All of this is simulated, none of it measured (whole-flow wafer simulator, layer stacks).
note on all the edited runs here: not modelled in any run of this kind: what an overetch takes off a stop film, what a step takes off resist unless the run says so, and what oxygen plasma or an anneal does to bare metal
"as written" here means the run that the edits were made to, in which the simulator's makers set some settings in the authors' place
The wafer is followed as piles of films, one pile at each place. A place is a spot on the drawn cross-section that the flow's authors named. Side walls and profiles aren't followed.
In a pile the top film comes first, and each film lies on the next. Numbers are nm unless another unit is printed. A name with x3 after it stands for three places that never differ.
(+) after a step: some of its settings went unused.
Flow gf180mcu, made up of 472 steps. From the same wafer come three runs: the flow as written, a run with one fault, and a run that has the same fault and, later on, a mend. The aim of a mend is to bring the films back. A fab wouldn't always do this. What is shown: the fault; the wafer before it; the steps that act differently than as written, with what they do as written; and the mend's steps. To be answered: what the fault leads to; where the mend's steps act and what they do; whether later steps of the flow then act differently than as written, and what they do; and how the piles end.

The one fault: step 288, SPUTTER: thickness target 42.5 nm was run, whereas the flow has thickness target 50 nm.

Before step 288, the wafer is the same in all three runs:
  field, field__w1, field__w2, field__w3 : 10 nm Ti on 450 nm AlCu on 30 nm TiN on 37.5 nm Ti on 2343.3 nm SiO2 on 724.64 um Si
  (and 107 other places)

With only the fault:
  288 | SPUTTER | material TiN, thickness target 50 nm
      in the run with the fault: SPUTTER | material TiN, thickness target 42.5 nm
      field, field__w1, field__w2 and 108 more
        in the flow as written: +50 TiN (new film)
        in the run with the fault: +42.5 TiN (new film)
  Steps later in the flow that act otherwise than as written (5 other steps are not shown; they differ only slightly, by no more than 2% or 0.5 nm, whichever is larger):
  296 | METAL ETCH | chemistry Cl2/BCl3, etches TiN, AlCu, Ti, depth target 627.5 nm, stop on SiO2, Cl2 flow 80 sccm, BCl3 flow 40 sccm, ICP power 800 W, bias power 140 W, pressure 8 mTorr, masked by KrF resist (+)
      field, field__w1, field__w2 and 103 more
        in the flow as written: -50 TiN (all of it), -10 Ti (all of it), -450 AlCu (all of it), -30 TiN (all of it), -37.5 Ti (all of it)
        in the run with the fault: -42.5 TiN (all of it), -10 Ti (all of it), -450 AlCu (all of it), -30 TiN (all of it), -37.5 Ti (all of it)
  At field__w8, contact, m1, m1__w1, m1_nw, the piles at the end differ from the flow's by more than 2% or 0.5 nm, whichever is larger.
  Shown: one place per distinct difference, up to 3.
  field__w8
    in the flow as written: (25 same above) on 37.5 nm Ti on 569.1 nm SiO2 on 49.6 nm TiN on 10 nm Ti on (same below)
    in the run with the fault: (25 same above) on 37.5 nm Ti on 576.6 nm SiO2 on 42.1 nm TiN on 10 nm Ti on (same below)
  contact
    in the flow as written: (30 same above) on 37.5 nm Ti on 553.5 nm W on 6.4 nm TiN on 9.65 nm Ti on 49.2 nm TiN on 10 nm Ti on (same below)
    in the run with the fault: (30 same above) on 37.5 nm Ti on 561.1 nm W on 6.38 nm TiN on 9.61 nm Ti on 41.7 nm TiN on 10 nm Ti on (same below)

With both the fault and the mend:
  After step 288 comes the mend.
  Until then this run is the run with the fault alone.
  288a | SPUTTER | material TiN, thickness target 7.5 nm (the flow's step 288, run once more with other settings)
      field, field__w1, field__w2 and 108 more
        +7.5 TiN
  Every later step of the flow that is run acts as written at every place that is followed.
  The piles end the same as the flow's at every place that both follow.
